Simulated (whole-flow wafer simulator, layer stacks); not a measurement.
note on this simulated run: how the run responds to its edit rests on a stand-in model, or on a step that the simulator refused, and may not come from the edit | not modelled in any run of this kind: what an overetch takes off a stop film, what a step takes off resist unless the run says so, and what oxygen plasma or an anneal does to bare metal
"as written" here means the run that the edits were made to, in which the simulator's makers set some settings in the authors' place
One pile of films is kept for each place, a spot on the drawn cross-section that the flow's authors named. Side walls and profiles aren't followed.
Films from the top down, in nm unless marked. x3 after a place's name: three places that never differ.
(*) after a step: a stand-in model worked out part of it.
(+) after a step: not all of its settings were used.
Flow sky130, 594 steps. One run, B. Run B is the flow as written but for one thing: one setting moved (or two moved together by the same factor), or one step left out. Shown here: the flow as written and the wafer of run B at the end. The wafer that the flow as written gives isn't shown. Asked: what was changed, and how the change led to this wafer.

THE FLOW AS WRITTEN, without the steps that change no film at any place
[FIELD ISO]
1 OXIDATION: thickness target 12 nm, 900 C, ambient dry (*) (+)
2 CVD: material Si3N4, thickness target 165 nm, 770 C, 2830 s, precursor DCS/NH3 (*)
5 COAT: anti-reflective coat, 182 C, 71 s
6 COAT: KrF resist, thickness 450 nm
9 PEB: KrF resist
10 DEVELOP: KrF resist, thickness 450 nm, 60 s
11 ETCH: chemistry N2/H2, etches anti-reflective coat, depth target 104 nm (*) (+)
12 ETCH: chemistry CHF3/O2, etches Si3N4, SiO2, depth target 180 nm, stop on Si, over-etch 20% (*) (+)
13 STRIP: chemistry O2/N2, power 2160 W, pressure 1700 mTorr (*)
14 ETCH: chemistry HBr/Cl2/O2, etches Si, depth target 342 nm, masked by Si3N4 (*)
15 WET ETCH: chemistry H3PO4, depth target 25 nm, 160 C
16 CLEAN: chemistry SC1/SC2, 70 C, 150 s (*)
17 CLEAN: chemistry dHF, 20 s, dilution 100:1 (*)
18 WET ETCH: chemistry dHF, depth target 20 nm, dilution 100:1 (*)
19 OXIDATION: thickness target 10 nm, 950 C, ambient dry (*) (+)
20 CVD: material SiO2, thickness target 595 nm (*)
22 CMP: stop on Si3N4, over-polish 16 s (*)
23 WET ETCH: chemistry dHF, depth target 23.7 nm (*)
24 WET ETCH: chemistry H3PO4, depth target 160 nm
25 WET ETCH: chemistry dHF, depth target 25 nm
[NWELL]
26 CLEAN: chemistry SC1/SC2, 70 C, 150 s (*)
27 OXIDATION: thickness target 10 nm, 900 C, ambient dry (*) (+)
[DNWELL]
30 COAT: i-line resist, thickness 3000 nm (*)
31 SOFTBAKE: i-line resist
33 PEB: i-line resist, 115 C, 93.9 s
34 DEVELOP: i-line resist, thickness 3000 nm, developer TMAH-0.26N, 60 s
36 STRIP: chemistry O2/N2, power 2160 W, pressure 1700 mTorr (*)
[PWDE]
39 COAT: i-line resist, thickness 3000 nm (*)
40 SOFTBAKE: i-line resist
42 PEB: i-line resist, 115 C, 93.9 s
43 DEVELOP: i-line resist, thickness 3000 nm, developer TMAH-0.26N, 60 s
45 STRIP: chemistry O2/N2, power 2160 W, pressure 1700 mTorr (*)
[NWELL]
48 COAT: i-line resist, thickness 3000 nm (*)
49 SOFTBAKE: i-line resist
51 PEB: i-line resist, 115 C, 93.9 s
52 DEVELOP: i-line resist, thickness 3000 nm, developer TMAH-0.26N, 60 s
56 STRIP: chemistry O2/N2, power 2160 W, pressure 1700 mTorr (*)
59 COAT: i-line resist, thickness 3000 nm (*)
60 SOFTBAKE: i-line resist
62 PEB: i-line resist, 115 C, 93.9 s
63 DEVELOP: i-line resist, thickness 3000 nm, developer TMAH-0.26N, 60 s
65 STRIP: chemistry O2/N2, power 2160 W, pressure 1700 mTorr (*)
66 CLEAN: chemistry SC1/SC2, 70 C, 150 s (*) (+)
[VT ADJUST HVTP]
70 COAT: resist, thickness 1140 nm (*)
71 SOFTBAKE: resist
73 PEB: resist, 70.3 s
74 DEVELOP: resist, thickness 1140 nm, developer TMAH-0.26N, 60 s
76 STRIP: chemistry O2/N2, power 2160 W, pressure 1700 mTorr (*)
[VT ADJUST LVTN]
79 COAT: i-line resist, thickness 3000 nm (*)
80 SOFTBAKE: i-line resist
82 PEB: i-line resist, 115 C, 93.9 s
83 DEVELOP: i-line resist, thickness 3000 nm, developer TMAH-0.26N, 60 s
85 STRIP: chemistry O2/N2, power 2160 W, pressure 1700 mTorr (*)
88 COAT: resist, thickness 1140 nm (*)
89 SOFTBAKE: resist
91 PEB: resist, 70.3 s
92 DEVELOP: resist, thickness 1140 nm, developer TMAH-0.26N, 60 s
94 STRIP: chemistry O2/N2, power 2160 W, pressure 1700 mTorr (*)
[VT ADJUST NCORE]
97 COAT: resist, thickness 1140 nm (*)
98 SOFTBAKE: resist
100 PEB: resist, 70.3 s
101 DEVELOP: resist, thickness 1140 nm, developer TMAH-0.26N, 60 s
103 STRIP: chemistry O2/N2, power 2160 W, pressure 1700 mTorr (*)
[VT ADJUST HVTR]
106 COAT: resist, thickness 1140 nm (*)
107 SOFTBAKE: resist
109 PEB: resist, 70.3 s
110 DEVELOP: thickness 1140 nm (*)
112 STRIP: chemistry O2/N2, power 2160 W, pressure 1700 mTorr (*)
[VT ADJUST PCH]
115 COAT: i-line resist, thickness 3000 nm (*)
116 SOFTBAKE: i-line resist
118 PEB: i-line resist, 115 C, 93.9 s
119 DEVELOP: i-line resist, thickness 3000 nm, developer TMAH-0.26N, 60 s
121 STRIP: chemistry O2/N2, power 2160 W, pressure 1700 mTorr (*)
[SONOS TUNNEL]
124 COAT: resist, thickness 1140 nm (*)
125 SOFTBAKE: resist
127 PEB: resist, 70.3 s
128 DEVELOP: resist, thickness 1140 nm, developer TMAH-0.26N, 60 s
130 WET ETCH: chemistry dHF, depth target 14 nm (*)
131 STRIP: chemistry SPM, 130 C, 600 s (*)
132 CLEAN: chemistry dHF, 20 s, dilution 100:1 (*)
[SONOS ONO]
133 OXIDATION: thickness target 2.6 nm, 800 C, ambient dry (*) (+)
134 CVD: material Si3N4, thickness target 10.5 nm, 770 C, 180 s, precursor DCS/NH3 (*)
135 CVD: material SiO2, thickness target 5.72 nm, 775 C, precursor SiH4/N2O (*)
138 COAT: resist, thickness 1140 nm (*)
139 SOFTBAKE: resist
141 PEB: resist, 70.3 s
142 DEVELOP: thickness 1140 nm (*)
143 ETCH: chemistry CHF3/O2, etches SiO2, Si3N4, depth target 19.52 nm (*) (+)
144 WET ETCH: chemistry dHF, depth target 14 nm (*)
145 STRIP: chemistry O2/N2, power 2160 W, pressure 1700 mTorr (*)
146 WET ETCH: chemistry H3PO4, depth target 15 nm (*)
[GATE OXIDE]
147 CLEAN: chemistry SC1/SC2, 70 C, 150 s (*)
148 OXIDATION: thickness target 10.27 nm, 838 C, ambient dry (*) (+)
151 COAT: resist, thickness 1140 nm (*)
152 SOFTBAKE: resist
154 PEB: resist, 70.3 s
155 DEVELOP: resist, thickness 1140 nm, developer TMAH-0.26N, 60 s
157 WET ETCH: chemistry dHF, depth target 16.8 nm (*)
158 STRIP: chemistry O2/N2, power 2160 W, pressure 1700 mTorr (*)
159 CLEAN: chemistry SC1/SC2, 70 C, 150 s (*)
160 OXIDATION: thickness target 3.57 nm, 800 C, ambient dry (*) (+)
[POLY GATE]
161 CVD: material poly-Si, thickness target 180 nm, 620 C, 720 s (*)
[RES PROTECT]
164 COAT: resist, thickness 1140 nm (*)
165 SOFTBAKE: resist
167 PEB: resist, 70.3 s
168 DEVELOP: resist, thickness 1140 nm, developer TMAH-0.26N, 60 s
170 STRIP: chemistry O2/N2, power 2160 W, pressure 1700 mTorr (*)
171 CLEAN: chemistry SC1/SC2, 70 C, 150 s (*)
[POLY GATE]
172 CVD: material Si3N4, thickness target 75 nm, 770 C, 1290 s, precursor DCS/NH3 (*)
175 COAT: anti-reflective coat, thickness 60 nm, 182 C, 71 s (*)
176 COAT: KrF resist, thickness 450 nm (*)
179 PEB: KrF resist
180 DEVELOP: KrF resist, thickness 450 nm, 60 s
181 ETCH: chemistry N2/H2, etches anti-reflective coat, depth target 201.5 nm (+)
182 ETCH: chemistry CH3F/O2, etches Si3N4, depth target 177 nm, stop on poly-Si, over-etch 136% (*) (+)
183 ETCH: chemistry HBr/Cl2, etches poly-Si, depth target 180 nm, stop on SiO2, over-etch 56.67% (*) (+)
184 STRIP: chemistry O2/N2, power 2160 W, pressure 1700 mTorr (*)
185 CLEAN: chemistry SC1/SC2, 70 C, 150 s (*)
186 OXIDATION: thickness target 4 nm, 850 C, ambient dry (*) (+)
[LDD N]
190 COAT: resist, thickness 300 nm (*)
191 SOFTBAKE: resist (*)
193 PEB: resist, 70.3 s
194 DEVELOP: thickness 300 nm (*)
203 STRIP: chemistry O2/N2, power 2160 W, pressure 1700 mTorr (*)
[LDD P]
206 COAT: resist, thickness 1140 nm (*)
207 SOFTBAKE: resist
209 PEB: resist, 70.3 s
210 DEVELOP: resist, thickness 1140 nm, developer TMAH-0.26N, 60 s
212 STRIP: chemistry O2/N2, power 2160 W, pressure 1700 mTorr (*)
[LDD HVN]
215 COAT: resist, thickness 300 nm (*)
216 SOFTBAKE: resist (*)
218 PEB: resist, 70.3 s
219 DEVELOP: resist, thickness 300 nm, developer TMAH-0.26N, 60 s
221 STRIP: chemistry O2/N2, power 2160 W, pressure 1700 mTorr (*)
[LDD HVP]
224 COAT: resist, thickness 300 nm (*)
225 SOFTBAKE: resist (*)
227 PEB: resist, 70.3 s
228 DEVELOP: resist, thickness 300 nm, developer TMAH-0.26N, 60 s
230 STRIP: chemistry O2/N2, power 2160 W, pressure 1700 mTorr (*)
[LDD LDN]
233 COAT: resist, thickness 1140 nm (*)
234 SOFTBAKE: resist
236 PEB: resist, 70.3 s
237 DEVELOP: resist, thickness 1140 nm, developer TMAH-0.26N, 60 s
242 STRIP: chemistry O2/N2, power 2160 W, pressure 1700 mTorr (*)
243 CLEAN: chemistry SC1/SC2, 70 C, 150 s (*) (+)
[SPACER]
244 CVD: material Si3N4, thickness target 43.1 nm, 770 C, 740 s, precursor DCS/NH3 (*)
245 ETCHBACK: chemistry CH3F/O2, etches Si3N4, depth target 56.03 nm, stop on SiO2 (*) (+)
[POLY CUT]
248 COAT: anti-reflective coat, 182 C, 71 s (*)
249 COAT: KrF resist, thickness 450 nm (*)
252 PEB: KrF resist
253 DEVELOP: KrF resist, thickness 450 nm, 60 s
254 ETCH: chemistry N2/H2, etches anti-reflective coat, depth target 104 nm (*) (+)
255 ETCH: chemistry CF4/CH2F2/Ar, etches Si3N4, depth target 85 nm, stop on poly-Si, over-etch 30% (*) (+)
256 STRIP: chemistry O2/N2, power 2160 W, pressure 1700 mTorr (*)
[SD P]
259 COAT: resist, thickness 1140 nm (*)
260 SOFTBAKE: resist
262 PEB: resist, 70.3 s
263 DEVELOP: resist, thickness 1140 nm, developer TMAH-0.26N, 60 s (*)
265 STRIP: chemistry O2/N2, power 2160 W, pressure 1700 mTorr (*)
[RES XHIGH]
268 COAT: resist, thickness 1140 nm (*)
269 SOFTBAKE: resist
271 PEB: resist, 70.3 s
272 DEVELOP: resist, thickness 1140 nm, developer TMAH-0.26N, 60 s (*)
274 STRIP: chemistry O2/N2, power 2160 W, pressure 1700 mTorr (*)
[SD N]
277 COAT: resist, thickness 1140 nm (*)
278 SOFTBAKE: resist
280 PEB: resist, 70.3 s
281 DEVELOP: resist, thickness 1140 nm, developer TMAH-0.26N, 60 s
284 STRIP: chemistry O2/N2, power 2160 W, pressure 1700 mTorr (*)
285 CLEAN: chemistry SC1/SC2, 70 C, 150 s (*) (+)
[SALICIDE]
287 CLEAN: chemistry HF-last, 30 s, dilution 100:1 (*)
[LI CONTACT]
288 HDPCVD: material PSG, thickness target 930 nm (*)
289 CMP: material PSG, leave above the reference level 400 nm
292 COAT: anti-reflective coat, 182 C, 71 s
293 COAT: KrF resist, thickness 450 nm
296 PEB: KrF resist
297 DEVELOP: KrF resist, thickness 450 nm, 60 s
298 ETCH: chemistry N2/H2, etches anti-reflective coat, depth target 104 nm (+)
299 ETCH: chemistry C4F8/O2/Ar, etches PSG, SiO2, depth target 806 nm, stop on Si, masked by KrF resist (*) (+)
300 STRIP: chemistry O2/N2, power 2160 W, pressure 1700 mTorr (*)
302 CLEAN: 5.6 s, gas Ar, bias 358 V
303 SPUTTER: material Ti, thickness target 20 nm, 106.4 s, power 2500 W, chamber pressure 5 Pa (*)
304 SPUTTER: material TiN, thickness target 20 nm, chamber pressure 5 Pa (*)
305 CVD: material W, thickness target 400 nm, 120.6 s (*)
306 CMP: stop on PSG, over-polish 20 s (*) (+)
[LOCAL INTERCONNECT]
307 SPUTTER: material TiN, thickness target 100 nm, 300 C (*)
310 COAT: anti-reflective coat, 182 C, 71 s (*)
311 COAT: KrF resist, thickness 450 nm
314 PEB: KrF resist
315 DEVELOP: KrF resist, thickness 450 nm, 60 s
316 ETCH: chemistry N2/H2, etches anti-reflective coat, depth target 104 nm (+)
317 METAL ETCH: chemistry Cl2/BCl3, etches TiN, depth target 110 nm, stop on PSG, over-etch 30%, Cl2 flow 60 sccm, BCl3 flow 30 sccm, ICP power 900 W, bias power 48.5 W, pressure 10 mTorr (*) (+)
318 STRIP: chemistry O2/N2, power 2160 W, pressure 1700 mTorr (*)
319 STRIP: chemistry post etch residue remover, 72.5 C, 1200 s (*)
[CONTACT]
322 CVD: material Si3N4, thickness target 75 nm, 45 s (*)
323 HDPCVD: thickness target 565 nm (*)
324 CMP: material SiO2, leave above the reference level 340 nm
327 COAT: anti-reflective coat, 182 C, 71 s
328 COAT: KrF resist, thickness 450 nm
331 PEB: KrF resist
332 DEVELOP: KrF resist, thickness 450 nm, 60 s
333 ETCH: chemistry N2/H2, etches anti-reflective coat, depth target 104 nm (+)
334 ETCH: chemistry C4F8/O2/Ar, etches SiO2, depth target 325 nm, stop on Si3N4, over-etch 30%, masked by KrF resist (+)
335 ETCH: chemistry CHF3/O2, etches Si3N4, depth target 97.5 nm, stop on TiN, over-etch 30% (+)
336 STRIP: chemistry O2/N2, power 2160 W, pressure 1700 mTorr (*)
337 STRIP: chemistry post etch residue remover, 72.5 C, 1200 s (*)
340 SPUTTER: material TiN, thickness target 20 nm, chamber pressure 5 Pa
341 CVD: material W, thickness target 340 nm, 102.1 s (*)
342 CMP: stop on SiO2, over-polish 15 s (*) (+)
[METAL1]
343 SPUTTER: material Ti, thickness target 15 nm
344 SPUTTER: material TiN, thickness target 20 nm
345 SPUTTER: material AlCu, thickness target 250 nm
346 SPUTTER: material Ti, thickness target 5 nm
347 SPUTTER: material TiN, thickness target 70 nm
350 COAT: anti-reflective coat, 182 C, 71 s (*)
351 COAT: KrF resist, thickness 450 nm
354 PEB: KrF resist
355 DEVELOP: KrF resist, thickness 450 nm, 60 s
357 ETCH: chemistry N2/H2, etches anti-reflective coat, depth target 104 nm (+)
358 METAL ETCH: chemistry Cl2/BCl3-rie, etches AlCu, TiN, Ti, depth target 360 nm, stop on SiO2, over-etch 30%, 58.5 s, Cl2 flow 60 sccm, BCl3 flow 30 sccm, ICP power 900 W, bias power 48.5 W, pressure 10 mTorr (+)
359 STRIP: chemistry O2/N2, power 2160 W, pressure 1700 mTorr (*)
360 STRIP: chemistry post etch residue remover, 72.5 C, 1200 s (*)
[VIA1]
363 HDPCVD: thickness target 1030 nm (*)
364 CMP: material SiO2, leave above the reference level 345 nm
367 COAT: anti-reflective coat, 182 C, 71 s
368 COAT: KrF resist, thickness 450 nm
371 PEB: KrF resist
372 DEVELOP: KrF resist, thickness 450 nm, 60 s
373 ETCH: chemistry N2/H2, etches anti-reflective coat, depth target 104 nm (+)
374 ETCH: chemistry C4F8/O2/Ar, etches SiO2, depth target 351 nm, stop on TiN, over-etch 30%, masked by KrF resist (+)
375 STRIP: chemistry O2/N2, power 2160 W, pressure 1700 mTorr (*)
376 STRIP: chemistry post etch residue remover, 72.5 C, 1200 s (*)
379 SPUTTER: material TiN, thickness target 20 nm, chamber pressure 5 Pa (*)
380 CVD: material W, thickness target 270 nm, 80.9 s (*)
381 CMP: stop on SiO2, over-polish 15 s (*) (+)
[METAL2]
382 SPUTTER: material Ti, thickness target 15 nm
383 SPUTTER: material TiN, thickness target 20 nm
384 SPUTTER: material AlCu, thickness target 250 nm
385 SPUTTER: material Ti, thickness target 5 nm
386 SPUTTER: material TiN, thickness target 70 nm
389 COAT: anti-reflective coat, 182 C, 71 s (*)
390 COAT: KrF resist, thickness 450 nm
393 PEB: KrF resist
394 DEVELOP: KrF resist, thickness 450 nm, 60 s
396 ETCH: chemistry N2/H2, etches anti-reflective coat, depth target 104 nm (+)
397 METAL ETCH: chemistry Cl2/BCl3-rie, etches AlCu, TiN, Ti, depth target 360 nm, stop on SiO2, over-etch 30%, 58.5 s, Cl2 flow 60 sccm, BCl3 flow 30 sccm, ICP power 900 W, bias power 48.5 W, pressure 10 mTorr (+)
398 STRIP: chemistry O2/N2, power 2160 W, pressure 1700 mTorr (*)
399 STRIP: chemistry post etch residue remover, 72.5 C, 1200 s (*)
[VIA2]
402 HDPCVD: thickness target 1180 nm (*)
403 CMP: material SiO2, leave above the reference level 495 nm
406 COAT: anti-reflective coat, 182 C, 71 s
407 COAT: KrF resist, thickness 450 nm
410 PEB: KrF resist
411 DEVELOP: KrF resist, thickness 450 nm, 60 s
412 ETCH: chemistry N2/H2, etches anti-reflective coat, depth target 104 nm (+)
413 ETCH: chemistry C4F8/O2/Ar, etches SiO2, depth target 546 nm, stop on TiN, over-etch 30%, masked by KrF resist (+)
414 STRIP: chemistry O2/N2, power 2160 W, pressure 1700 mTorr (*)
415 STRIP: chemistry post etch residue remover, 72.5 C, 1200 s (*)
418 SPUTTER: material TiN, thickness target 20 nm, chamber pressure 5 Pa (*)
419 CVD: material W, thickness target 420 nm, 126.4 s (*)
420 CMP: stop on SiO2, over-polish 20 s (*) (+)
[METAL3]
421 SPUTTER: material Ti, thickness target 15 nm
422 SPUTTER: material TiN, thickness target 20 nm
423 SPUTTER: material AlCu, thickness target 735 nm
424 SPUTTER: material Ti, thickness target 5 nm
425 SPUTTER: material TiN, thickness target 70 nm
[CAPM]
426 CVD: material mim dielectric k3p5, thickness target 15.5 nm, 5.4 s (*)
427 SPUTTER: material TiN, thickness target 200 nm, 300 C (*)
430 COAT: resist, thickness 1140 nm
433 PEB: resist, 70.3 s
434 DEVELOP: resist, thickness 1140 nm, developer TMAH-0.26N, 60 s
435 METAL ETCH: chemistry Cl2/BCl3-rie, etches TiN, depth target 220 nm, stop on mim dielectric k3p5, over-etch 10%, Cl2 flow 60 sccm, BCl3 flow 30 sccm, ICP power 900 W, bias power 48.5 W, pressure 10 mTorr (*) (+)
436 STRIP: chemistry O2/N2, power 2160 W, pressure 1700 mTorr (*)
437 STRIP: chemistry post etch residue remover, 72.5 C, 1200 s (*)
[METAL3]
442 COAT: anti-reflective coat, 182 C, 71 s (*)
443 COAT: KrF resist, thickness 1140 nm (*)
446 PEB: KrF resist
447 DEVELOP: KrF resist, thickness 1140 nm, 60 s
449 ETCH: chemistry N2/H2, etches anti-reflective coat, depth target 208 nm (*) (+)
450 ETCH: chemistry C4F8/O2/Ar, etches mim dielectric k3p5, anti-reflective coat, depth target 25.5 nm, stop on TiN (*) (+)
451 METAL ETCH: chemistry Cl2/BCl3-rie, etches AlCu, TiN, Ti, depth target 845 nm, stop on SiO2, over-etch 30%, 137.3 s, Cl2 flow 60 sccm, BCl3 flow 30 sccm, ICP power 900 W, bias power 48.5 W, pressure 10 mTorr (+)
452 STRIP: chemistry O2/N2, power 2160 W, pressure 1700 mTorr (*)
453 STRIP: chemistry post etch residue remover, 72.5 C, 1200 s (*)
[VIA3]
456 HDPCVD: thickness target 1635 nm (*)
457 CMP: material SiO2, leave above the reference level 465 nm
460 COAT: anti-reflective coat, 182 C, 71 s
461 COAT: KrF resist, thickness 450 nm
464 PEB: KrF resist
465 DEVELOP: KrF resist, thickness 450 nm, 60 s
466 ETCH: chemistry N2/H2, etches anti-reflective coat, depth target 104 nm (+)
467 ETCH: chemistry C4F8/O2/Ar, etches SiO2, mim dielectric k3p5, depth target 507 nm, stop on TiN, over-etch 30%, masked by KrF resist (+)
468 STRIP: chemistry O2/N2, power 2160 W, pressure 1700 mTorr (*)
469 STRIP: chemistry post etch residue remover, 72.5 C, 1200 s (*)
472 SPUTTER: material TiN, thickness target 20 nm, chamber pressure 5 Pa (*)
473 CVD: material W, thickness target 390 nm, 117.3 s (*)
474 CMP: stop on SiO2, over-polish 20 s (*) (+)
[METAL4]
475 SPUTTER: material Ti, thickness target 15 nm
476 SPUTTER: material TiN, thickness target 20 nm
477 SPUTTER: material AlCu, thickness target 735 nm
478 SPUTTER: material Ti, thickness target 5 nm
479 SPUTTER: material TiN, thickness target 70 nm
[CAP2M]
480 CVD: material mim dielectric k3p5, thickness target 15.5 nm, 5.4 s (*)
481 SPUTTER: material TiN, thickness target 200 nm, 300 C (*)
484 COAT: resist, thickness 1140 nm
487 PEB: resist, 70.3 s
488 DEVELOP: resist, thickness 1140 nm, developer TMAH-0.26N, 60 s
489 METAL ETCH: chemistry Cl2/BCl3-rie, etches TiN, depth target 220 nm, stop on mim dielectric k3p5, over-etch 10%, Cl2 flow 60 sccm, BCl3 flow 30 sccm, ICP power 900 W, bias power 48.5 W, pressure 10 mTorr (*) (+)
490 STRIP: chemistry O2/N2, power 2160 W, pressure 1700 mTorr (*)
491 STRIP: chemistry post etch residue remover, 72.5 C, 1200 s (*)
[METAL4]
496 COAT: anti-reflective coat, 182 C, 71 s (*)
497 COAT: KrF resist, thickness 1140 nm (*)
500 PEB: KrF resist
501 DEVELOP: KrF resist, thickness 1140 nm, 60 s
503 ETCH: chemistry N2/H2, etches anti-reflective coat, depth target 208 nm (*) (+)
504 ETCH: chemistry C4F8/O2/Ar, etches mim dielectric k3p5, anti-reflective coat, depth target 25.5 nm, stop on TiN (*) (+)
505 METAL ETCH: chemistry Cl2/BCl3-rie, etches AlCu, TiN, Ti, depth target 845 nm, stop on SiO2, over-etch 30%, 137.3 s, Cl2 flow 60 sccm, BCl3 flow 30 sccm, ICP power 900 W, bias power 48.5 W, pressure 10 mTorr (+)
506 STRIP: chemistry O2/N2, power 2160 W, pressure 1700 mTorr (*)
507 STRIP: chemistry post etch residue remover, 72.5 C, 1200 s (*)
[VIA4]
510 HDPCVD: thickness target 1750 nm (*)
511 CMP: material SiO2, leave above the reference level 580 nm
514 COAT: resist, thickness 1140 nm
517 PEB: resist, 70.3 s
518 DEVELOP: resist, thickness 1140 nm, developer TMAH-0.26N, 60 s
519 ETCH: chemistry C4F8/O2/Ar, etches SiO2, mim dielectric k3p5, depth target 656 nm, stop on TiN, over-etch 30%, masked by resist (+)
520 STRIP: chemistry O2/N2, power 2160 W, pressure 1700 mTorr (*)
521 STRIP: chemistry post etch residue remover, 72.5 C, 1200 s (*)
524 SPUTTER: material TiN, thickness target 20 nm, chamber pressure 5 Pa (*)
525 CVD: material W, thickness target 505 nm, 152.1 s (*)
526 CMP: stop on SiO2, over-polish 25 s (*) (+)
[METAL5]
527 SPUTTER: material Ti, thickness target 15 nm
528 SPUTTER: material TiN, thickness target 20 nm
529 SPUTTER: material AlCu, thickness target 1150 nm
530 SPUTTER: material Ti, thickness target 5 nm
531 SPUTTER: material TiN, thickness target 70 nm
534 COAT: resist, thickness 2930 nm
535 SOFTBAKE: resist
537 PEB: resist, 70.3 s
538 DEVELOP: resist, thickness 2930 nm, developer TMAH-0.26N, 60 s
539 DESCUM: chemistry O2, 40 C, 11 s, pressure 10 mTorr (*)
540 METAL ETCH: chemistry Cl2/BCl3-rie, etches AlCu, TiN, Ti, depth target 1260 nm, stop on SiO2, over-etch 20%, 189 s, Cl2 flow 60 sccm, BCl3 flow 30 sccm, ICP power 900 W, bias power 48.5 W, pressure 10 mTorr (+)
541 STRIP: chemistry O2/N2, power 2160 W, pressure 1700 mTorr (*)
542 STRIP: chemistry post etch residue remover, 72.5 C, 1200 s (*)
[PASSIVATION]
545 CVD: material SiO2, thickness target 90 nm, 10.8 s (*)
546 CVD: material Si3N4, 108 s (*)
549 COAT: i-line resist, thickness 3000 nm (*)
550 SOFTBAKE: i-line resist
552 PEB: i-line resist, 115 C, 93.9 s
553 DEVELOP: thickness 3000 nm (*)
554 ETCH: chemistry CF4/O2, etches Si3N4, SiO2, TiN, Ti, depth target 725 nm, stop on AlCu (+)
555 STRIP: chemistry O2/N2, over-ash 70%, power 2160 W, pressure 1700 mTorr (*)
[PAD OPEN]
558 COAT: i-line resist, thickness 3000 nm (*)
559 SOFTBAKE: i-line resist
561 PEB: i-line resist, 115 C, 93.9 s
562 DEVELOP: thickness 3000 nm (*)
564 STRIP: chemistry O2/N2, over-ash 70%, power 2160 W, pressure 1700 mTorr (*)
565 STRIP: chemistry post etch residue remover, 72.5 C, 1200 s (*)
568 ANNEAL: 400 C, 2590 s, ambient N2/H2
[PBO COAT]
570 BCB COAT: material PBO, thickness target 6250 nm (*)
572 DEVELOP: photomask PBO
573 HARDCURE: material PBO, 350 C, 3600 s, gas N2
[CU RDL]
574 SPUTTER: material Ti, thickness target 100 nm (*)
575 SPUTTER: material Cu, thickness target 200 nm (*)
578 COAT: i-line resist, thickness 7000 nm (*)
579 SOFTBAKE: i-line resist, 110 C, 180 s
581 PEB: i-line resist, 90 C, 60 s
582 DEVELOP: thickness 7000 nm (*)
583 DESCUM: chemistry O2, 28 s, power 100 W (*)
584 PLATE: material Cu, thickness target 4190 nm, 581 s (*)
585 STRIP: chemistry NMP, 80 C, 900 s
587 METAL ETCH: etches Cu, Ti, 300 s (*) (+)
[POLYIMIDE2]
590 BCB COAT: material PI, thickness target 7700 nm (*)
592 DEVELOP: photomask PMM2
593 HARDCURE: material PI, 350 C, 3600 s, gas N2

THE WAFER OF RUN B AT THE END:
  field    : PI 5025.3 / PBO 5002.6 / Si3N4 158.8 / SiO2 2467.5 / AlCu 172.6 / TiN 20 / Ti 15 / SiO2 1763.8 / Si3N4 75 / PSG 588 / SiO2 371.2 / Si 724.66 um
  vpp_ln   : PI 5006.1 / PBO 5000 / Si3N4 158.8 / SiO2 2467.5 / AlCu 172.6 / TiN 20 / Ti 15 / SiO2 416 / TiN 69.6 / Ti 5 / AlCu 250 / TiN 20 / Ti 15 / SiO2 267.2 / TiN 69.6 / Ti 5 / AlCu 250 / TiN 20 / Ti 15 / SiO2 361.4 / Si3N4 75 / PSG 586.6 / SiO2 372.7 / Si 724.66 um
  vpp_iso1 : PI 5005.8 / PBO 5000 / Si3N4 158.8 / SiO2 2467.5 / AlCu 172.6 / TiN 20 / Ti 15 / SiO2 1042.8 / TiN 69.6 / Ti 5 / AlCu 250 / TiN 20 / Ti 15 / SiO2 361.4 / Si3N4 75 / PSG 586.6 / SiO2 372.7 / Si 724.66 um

The cause: step 451, METAL ETCH: depth target 485.9 nm was run, where the flow has depth target 845 nm; step 451, METAL ETCH: 78.9 s was run, where the flow has 137.3 s.

How the change led to this, step by step:
  451 METAL ETCH: chemistry Cl2/BCl3-rie, etches AlCu, TiN, Ti, depth target 845 nm, stop on SiO2, over-etch 30%, 137.3 s, Cl2 flow 60 sccm, BCl3 flow 30 sccm, ICP power 900 W, bias power 48.5 W, pressure 10 mTorr (+)
      field, gate, spacer and 68 more: TiN -70 (all of it), Ti -5 (all of it), AlCu -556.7 (as written it would be: TiN -70 (all of it), Ti -5 (all of it), AlCu -735 (all of it), TiN -20 (all of it), Ti -15 (all of it), SiO2 -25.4)
      active, vpp_ln, vpp_iso2 and 11 more: TiN -70 (all of it), Ti -5 (all of it), AlCu -556.7 (as written it would be: TiN -70 (all of it), Ti -5 (all of it), AlCu -735 (all of it), TiN -20 (all of it), Ti -15 (all of it), SiO2 -25.3)
      (and at 107 more places)
  452 STRIP: chemistry O2/N2, power 2160 W, pressure 1700 mTorr (*)
      n_well, p_well, gate_hv and 80 more: KrF resist -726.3 (all of it), anti-reflective coat -80 (all of it) (as written it would be: KrF resist -492.9 (all of it), anti-reflective coat -80 (all of it))
      m1, via2_hole: KrF resist -726.4 (all of it), anti-reflective coat -80.5 (all of it) (as written it would be: KrF resist -493 (all of it), anti-reflective coat -80.5 (all of it))
      (and at 22 more places)
  453 STRIP: chemistry post etch residue remover, 72.5 C, 1200 s (*)
      field, active, gate and 82 more: AlCu -5.72 (as written it would be: nothing)
  456 HDPCVD: thickness target 1635 nm (*)
      field, active, gate and 82 more: SiO2 +1635 (new film) (as written it would be: SiO2 +1635)
  457 CMP: material SiO2, leave above the reference level 465 nm
      field, active, gate and 82 more: SiO2 -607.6 (as written it would be: SiO2 -374.7)
Counting metal films that touch as one body, field has 1 body; the flow as written gives 0 bodies.
Counting metal films that touch as one body, vpp_ln has 3 bodies (between them, from the top down: SiO2 416; SiO2 267.2); the flow as written gives 2 bodies (between them, from the top down: SiO2 267.2).
Counting metal films that touch as one body, vpp_iso1 has 2 bodies (between them, from the top down: SiO2 1042.8); the flow as written gives 1 body.
